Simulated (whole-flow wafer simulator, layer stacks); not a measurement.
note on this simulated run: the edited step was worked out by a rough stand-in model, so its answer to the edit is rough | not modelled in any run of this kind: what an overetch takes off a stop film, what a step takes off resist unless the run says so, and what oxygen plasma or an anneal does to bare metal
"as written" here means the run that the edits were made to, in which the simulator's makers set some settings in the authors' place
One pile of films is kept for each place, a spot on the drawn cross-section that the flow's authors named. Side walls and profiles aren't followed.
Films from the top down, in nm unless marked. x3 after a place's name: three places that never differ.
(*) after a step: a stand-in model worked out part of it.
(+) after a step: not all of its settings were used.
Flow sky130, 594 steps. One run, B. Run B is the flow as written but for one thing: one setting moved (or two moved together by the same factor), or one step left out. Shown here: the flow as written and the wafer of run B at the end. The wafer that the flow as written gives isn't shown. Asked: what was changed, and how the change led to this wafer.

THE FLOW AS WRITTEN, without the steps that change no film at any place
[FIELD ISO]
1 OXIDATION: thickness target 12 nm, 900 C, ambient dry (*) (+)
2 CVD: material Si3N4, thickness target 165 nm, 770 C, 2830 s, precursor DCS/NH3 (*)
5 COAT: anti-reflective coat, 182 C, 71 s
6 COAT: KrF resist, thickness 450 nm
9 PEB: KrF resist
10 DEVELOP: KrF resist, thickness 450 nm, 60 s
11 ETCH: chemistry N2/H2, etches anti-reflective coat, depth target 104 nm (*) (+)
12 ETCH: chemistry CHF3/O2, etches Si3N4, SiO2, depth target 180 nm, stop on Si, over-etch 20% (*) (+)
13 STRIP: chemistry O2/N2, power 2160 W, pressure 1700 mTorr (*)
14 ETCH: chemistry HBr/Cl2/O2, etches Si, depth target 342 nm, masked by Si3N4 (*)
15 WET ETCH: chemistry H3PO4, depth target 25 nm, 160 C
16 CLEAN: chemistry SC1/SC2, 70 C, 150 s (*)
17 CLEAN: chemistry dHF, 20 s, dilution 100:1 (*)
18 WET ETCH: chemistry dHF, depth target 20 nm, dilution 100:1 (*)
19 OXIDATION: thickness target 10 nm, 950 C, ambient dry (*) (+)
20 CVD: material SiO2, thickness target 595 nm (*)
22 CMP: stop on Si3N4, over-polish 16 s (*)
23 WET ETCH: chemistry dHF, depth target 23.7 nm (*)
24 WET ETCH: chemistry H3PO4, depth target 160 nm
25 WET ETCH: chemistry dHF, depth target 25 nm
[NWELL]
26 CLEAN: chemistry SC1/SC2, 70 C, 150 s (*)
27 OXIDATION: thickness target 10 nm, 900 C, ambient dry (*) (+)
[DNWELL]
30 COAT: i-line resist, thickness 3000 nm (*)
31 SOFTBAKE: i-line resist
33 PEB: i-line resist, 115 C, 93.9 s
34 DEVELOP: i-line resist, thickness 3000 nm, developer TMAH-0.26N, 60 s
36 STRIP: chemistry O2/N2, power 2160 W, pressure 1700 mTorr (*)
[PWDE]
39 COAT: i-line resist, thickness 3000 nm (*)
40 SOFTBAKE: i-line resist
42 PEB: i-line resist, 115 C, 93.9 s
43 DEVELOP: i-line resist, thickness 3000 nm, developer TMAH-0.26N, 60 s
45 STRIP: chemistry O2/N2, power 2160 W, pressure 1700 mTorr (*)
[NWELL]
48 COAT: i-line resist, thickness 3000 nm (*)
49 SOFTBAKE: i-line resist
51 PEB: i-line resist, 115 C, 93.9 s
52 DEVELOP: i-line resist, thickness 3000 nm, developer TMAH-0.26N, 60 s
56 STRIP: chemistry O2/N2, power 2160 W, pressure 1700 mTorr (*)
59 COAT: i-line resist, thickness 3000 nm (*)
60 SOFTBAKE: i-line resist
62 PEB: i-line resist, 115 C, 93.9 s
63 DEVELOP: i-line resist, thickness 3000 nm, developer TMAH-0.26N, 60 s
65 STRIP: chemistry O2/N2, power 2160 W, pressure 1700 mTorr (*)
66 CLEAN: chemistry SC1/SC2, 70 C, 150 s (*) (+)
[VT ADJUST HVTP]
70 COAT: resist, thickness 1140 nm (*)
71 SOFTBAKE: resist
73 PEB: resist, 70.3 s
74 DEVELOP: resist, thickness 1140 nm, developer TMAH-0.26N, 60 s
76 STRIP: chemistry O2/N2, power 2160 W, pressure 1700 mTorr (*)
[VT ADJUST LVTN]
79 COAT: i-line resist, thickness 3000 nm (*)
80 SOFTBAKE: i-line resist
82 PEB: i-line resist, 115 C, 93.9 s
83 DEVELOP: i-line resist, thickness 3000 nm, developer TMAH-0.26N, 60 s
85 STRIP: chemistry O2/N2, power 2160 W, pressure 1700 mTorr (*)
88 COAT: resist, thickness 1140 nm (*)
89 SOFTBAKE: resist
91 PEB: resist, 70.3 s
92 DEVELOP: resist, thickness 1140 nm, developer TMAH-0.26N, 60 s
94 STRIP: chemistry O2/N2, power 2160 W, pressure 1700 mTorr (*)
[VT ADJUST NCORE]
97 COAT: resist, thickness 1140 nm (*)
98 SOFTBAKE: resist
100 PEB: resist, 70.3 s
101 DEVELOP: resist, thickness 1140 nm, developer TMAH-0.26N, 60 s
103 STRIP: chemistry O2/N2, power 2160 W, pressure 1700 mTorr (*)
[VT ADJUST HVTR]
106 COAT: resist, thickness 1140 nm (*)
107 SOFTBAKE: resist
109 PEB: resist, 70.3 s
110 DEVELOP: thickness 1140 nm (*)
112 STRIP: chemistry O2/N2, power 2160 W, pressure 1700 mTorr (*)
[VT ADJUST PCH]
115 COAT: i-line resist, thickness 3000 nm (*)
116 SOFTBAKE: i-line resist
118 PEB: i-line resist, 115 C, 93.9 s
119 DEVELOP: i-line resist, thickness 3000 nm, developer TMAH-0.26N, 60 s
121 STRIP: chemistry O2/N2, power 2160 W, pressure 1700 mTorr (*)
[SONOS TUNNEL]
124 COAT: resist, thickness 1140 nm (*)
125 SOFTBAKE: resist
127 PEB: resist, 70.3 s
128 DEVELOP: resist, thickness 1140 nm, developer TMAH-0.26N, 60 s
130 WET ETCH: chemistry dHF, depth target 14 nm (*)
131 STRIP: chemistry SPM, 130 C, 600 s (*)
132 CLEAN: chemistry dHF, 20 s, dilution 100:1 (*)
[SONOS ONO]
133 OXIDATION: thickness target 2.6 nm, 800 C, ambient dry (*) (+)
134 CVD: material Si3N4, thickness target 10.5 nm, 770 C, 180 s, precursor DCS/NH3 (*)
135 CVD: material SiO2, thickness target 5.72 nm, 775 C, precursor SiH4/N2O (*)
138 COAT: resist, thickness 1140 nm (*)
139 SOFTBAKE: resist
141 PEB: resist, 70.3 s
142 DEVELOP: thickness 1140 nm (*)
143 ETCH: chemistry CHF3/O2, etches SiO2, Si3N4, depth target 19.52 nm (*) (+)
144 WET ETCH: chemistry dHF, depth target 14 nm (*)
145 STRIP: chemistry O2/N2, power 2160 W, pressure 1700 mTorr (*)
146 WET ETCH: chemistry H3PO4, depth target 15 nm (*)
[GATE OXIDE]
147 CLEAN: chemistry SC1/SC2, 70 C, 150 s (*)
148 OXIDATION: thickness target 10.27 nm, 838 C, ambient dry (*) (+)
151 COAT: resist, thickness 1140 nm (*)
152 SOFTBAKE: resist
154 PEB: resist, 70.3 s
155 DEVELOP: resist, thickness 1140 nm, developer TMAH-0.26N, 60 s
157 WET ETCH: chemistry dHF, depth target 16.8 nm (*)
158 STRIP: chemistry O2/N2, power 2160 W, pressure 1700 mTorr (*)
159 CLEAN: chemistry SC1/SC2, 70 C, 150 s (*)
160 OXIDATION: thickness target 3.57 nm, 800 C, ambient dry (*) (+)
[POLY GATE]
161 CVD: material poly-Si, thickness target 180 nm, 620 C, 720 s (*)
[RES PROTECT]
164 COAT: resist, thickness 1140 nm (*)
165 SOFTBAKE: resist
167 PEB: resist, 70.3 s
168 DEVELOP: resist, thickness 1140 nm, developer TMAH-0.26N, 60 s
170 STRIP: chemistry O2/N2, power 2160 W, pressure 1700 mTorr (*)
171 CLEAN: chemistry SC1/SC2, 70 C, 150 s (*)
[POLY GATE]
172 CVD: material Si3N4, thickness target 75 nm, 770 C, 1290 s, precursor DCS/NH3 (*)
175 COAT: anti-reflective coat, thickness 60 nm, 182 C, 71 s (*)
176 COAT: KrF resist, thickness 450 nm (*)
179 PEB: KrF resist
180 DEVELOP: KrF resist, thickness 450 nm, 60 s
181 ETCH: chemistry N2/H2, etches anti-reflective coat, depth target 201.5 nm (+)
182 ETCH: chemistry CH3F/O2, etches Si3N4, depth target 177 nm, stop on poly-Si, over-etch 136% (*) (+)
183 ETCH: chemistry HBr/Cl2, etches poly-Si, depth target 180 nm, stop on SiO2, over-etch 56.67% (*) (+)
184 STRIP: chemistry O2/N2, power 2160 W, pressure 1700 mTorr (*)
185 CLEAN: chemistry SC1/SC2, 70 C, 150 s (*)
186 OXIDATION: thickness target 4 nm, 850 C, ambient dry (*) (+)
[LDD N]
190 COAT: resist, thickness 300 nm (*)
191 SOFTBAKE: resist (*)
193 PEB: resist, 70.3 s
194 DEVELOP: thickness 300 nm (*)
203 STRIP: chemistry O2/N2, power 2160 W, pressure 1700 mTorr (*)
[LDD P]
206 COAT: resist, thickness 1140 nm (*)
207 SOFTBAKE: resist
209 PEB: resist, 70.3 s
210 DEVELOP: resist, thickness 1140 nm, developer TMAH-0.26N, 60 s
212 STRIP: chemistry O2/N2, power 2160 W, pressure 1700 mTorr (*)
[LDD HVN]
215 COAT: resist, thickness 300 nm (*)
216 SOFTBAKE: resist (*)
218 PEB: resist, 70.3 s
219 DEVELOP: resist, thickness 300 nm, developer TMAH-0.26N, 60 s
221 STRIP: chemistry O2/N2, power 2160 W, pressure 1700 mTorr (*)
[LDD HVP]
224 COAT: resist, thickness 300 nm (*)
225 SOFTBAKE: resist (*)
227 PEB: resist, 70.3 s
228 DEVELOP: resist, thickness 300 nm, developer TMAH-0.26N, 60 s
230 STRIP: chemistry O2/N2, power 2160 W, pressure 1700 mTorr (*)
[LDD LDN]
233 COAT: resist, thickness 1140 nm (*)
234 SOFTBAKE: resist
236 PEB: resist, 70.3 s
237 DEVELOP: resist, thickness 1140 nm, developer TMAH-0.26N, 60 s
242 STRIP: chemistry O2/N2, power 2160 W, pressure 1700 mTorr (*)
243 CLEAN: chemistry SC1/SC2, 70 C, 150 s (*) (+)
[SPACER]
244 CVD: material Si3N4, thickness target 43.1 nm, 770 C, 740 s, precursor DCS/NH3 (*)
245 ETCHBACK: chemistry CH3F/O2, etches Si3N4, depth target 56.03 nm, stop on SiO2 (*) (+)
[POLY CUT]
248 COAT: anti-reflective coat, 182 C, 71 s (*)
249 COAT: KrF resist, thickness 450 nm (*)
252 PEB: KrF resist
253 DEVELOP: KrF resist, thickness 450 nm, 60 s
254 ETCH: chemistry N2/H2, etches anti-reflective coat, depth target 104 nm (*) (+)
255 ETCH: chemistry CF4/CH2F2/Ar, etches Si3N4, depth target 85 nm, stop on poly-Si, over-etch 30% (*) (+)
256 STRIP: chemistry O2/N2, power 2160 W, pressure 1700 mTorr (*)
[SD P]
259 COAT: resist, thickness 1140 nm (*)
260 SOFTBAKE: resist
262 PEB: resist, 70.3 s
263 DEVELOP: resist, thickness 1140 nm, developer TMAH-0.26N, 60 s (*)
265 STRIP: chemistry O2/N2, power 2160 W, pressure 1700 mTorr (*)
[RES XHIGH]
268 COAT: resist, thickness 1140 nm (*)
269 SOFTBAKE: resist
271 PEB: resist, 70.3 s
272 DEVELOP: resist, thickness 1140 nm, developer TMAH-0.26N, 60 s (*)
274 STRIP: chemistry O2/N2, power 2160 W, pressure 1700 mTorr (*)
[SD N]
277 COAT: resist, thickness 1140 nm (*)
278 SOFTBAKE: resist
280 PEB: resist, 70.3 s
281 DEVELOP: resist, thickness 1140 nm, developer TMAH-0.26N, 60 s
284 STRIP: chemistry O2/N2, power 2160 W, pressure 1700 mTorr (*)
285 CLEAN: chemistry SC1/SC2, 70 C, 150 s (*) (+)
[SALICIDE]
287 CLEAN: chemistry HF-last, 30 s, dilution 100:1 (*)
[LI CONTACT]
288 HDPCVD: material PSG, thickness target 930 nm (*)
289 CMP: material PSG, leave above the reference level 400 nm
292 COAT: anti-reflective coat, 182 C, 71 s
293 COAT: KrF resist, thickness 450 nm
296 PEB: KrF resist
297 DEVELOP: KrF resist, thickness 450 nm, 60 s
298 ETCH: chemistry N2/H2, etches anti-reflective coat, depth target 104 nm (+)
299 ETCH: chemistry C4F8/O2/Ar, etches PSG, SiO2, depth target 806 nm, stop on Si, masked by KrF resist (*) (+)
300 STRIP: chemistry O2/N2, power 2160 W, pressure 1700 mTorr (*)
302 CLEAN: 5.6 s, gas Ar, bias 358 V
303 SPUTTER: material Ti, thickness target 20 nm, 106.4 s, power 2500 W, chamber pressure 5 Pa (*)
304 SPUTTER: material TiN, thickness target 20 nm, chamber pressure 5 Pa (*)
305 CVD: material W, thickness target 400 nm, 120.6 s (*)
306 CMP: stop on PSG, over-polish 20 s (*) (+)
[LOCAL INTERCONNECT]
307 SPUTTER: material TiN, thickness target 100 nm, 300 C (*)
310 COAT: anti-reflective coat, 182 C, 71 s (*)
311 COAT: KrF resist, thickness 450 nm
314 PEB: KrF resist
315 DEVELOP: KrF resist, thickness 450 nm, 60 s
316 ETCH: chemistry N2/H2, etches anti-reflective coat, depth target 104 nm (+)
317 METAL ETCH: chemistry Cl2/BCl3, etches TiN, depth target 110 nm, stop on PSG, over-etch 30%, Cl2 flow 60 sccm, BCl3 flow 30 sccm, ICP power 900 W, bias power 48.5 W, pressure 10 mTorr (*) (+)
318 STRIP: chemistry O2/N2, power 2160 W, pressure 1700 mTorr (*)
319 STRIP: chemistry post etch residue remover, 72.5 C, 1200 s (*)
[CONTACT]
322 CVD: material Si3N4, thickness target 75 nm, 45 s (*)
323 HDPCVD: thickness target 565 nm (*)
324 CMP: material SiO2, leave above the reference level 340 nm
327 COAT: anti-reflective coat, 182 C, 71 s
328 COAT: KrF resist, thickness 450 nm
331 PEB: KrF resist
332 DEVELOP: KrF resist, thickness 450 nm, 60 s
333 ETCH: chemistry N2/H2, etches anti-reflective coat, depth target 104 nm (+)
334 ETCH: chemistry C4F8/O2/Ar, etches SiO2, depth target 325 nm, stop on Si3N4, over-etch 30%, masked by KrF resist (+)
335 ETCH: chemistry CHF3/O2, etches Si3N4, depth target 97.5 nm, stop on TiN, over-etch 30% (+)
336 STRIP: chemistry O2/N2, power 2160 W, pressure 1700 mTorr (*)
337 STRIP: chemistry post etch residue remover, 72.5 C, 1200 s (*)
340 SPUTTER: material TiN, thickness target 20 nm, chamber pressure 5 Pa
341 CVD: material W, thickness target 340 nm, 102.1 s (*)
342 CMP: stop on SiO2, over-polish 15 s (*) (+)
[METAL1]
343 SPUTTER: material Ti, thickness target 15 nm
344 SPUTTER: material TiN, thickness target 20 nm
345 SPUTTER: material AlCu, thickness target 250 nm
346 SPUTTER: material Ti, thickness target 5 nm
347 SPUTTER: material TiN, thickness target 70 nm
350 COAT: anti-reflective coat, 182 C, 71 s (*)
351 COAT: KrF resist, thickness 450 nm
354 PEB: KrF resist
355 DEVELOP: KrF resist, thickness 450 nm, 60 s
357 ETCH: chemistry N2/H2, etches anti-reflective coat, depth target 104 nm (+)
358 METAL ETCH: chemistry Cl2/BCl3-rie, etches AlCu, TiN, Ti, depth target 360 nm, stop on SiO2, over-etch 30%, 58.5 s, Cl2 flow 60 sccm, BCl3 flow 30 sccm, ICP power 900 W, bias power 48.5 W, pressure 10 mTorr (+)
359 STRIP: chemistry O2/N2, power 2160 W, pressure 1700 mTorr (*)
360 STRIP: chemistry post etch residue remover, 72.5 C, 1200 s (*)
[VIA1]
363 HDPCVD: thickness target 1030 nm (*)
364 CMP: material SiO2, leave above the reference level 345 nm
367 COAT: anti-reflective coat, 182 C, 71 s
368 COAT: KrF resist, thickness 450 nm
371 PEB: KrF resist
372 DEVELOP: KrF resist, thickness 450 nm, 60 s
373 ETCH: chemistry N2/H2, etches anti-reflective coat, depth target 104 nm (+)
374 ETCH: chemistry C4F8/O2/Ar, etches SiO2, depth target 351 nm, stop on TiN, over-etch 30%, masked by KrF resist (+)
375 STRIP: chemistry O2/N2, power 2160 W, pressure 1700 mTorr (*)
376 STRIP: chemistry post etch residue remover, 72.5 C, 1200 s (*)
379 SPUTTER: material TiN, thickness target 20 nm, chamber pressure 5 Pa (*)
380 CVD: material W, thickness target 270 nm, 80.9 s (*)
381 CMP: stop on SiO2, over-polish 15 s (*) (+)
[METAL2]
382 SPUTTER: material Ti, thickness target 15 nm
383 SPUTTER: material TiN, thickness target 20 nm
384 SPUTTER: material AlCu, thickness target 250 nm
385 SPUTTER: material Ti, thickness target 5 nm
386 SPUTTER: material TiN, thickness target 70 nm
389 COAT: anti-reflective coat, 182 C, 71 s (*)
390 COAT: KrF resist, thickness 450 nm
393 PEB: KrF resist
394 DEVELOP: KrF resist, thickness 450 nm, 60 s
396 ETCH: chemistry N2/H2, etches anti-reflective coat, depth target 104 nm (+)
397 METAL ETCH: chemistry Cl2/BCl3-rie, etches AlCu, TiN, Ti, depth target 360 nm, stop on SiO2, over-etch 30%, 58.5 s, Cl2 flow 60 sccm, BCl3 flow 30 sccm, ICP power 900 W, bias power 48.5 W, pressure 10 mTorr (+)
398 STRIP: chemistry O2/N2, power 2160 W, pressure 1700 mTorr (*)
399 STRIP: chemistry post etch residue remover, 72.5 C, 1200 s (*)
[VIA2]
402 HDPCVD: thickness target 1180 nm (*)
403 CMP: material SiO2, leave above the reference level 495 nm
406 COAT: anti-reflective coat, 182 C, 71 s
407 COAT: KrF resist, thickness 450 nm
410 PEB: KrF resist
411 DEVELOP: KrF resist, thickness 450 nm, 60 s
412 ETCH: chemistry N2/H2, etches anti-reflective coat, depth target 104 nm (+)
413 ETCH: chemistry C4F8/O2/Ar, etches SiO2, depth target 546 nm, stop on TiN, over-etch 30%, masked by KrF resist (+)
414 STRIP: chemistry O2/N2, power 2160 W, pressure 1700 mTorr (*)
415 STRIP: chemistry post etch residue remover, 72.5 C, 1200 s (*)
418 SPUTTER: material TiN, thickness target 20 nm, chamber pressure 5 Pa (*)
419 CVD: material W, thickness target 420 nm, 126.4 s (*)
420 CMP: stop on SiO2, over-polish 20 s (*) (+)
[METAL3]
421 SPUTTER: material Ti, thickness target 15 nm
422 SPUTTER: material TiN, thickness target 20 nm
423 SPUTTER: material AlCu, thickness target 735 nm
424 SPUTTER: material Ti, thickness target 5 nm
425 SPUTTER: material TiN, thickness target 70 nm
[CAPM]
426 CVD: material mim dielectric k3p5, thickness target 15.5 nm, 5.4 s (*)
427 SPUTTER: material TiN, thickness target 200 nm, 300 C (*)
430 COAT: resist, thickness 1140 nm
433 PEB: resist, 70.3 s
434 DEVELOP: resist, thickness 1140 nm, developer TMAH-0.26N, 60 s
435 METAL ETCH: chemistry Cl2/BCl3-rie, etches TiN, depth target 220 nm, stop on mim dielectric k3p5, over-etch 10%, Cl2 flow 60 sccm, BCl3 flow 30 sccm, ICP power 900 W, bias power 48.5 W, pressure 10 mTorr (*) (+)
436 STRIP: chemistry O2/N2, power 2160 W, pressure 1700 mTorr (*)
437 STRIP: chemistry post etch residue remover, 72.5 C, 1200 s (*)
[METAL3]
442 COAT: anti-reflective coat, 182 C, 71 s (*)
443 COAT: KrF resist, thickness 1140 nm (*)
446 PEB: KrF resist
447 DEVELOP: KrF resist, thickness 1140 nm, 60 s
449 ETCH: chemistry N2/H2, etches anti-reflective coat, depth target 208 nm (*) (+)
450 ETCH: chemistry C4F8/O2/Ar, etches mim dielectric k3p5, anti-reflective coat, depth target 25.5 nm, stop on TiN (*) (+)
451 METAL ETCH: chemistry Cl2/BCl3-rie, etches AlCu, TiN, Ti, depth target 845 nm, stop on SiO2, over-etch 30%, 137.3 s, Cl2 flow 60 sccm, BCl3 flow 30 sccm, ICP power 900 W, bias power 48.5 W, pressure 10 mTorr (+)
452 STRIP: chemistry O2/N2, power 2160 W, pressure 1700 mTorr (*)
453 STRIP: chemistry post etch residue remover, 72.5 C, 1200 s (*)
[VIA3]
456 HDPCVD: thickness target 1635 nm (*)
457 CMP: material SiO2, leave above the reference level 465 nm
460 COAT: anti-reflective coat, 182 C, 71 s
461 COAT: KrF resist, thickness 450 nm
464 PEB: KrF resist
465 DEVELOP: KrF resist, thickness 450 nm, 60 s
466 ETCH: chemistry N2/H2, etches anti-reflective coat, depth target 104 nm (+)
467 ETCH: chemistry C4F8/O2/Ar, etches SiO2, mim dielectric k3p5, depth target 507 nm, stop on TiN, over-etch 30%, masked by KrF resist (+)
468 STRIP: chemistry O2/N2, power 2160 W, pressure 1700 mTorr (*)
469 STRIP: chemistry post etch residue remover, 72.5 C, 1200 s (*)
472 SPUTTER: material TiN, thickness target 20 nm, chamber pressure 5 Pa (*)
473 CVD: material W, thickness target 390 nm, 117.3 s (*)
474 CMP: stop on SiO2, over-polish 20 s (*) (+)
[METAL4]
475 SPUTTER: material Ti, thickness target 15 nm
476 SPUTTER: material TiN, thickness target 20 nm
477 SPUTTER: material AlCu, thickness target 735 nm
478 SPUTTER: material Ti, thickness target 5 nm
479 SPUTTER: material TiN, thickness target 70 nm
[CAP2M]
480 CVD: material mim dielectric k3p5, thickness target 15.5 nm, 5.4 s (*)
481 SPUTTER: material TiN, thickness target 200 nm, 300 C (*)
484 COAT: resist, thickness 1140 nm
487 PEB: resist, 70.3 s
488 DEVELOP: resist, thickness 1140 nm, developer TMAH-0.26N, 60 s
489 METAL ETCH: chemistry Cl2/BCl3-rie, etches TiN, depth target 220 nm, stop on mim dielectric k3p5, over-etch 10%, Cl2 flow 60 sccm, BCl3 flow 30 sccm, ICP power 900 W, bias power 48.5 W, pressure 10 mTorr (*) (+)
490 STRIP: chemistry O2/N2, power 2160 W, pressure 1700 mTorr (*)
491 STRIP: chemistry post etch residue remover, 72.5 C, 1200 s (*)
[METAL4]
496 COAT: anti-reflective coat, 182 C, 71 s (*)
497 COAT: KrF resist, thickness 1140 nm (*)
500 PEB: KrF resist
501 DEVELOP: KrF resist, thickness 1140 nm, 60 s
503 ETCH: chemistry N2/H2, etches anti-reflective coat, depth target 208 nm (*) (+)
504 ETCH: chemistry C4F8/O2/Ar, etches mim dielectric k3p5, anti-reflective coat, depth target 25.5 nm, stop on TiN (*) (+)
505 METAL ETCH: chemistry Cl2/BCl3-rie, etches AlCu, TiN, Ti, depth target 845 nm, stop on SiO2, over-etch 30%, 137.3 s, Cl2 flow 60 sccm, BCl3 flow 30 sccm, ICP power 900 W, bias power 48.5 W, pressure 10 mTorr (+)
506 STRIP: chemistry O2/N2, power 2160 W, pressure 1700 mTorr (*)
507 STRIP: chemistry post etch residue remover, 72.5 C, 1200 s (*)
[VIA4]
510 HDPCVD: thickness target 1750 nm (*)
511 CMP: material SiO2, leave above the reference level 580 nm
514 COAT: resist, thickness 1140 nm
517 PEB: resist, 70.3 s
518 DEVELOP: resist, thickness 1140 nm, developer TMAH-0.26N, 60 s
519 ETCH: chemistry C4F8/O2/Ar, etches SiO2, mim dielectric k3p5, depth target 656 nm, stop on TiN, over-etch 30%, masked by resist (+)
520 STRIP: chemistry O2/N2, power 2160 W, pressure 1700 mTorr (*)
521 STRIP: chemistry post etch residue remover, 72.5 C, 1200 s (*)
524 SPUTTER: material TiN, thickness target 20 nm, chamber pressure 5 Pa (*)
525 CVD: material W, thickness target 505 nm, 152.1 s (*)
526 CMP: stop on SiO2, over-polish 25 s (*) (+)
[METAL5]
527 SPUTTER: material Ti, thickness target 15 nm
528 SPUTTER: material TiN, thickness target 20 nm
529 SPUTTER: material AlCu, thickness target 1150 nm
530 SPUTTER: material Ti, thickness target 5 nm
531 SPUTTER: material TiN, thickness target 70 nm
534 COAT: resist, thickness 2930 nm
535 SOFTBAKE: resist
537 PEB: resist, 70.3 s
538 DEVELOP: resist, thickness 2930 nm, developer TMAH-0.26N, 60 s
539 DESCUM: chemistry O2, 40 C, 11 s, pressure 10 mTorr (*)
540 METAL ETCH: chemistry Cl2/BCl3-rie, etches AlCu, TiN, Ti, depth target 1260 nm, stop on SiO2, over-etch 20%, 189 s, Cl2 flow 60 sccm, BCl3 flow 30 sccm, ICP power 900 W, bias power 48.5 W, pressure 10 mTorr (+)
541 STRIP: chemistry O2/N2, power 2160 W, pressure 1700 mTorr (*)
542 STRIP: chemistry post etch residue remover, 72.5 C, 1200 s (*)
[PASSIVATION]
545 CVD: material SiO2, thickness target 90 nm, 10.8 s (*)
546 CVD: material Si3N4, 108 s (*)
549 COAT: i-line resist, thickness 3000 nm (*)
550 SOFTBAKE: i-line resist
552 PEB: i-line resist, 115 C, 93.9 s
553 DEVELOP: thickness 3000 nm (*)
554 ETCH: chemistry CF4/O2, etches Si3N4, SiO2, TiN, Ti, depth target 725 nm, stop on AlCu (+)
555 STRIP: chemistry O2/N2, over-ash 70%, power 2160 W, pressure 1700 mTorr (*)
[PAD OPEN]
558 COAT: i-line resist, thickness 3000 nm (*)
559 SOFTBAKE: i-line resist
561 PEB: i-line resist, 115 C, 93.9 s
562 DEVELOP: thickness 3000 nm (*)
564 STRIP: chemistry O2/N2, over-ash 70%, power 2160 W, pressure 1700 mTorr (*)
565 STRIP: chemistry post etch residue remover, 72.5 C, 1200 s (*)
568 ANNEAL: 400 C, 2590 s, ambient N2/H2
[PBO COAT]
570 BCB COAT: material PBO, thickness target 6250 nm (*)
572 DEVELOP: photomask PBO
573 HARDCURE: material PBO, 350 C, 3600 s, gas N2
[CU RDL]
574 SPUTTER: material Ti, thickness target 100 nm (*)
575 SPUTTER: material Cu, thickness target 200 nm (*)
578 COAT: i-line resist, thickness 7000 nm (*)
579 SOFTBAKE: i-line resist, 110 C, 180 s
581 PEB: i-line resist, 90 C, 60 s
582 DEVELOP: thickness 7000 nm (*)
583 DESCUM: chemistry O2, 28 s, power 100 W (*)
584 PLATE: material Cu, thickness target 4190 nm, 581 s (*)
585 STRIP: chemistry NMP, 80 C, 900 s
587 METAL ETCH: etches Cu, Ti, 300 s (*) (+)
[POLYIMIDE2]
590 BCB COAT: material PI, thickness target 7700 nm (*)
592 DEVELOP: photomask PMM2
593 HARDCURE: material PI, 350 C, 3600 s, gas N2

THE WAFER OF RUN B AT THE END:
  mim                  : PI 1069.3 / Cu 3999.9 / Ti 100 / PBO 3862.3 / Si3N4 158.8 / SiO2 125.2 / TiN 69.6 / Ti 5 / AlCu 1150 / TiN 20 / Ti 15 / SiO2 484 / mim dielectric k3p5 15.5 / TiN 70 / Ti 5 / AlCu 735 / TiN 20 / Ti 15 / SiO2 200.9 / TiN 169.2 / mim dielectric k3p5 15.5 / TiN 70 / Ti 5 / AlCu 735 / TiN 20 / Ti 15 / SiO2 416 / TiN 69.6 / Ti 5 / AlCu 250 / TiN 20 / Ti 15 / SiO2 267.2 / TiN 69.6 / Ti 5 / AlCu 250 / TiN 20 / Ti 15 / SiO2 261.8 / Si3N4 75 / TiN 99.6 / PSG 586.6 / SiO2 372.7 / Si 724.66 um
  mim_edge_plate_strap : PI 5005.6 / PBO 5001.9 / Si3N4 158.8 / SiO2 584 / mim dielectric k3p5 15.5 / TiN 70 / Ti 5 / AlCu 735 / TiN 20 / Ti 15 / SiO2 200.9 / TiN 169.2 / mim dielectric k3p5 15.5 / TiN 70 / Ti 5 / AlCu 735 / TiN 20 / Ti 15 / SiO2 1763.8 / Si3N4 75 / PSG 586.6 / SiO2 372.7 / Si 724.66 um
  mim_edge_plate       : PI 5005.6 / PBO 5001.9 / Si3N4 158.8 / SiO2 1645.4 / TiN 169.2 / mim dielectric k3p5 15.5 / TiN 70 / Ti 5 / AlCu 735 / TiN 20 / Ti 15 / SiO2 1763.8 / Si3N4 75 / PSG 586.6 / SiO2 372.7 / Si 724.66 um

The cause: step 427, SPUTTER: thickness target 170 nm was run, where the flow has thickness target 200 nm.

How the change led to this, step by step:
  427 SPUTTER: material TiN, thickness target 200 nm, 300 C (*)
      field, active, n_well and 188 more: TiN +170 (new film) (as written it would be: TiN +200 (new film))
  435 METAL ETCH: chemistry Cl2/BCl3-rie, etches TiN, depth target 220 nm, stop on mim dielectric k3p5, over-etch 10%, Cl2 flow 60 sccm, BCl3 flow 30 sccm, ICP power 900 W, bias power 48.5 W, pressure 10 mTorr (*) (+)
      field, active, n_well and 185 more: TiN -170 (all of it) (as written it would be: TiN -200 (all of it))
      mim, mim_edge_plate_strap, mim_edge_plate: resist -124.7 (as written it would be: resist -146.7)
  436 STRIP: chemistry O2/N2, power 2160 W, pressure 1700 mTorr (*)
      mim, mim_edge_plate_strap, mim_edge_plate: resist -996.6 (all of it) (as written it would be: resist -974.6 (all of it))
  442 COAT: anti-reflective coat, 182 C, 71 s (*)
      rpm_encl, rpm_encl_psd, rpm_encl_urpm: anti-reflective coat +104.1 (new film) (as written it would be: anti-reflective coat +101.2 (new film))
      poly_licon, rpo_hd_licon: anti-reflective coat +65.8 (new film) (as written it would be: anti-reflective coat +57.6 (new film))
      (and at 5 more places)
  443 COAT: KrF resist, thickness 1140 nm (*)
      mim_edge_plate_strap, mim_edge_plate: KrF resist +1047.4 (new film) (as written it would be: KrF resist +1017.4 (new film))
      mim: KrF resist +1052.9 (new film) (as written it would be: KrF resist +1025.5 (new film))
  449 ETCH: chemistry N2/H2, etches anti-reflective coat, depth target 208 nm (*) (+)
      rpm_encl, rpm_encl_psd, rpm_encl_urpm: anti-reflective coat -104.1 (all of it) (as written it would be: anti-reflective coat -101.2 (all of it))
      poly_licon, rpo_hd_licon: anti-reflective coat -65.8 (all of it) (as written it would be: anti-reflective coat -57.6 (all of it))
      (and at 3 more places)
  452 STRIP: chemistry O2/N2, power 2160 W, pressure 1700 mTorr (*)
      mim_edge_plate_strap, mim_edge_plate: KrF resist -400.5 (all of it), anti-reflective coat -3 (all of it) (as written it would be: KrF resist -370.5 (all of it), anti-reflective coat -3 (all of it))
      mim: KrF resist -406 (all of it), anti-reflective coat -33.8 (all of it) (as written it would be: KrF resist -378.7 (all of it), anti-reflective coat -40.4 (all of it))
      (and at 1 more place)
  457 CMP: material SiO2, leave above the reference level 465 nm
      mim, mim_edge_plate_strap, mim_edge_plate: SiO2 -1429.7 (as written it would be: SiO2 -1459.7)
